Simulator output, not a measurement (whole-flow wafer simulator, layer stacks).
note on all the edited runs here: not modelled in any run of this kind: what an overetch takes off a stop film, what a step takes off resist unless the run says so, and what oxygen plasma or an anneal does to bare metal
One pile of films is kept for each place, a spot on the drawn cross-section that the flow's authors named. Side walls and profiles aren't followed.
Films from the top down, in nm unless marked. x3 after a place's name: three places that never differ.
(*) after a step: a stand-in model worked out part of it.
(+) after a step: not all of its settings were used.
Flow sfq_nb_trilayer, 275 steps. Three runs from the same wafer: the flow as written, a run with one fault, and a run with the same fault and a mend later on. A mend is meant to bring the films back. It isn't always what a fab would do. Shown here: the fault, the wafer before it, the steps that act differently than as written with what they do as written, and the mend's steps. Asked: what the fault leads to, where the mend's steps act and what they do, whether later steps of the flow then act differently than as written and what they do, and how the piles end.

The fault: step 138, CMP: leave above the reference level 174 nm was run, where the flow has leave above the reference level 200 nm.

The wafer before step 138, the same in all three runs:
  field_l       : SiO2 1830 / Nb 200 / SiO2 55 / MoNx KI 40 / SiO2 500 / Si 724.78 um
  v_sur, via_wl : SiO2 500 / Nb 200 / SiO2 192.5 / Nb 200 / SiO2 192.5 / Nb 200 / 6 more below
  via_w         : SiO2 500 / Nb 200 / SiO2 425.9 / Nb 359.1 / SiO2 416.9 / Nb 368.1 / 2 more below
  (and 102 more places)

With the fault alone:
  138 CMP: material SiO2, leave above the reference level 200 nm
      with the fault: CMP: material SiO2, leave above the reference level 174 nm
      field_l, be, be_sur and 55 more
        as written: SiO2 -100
        with the fault: SiO2 -126
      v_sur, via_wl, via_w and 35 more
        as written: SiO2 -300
        with the fault: SiO2 -326
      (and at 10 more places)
  Later steps of the flow that act differently than as written (6 more steps differ only slightly, by at most 2% or 0.5 nm, whichever is larger, and aren't shown):
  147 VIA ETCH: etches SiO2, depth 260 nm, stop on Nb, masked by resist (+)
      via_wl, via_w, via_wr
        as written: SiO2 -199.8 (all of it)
        with the fault: SiO2 -173.8 (all of it)
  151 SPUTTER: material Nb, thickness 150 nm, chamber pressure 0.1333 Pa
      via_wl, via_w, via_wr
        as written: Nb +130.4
        with the fault: Nb +133.4
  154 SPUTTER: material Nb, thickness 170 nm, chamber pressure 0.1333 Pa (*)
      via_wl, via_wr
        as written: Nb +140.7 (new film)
        with the fault: Nb +145.2 (new film)
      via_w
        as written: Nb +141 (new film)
        with the fault: Nb +145.5 (new film)
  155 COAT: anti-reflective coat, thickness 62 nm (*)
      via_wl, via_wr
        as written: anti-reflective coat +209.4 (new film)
        with the fault: anti-reflective coat +184.2 (new film)
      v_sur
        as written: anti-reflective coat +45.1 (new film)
        with the fault: anti-reflective coat +46.1 (new film)
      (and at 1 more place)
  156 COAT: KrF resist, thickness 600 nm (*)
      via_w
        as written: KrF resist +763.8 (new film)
        with the fault: KrF resist +739.1 (new film)
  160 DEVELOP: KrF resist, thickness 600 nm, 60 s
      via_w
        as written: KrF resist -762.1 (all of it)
        with the fault: KrF resist -737.5 (all of it)
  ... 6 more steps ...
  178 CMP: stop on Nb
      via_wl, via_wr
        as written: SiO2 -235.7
        with the fault: SiO2 -264.7
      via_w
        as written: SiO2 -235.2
        with the fault: SiO2 -264.2
  At the end the piles differ from the flow's by more than 2% or 0.5 nm, whichever is larger, at v_sur, via_wl, via_w and 18 more.
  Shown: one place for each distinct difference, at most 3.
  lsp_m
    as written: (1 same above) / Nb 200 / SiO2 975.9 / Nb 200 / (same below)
    with the fault: (1 same above) / Nb 200 / SiO2 949.9 / Nb 200 / (same below)
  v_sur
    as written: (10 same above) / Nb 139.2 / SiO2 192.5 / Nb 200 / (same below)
    with the fault: (10 same above) / Nb 139.2 / SiO2 166.5 / Nb 200 / (same below)
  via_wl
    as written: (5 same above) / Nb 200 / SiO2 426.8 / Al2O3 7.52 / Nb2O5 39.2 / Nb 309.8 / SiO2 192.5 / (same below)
    with the fault: (5 same above) / Nb 200 / SiO2 397.8 / Al2O3 7.6 / Nb2O5 39 / Nb 312.9 / SiO2 192.5 / (same below)

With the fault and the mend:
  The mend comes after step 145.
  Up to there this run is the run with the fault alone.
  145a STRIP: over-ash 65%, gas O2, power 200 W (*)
      field_l, v_sur, via_sp and 100 more
        KrF resist -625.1 (all of it), anti-reflective coat -62 (all of it)
      via_wl, via_w, via_wr
        anti-reflective coat -62 (all of it)
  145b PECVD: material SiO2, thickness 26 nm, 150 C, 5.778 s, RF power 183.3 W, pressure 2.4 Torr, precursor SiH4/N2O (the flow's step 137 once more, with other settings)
      field_l, v_sur, via_wl and 103 more
        SiO2 +26
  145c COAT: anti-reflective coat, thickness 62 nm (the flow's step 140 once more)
      field_l, v_sur, via_wl and 103 more
        anti-reflective coat +62 (new film)
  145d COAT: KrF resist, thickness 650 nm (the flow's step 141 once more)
      field_l, v_sur, via_wl and 103 more
        KrF resist +650 (new film)
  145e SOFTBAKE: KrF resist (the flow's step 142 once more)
      changes no film at any place that is followed
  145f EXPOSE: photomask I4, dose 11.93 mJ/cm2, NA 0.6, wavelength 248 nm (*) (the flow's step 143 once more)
      changes no film at any place that is followed
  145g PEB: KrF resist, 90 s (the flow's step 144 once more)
      field_l, v_sur, via_wl and 103 more
        KrF resist -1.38
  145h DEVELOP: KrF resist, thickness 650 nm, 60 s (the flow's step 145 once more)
      field_l, v_sur, via_sp and 100 more
        KrF resist -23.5
      via_wl, via_w, via_wr
        KrF resist -648.6 (all of it)
  No later step of the flow acts differently than as written, at any place that is followed, by more than 2% or 0.5 nm, whichever is larger.
  At the end the piles differ from the flow's only slightly at the places that both follow, by at most 2% or 0.5 nm, whichever is larger.
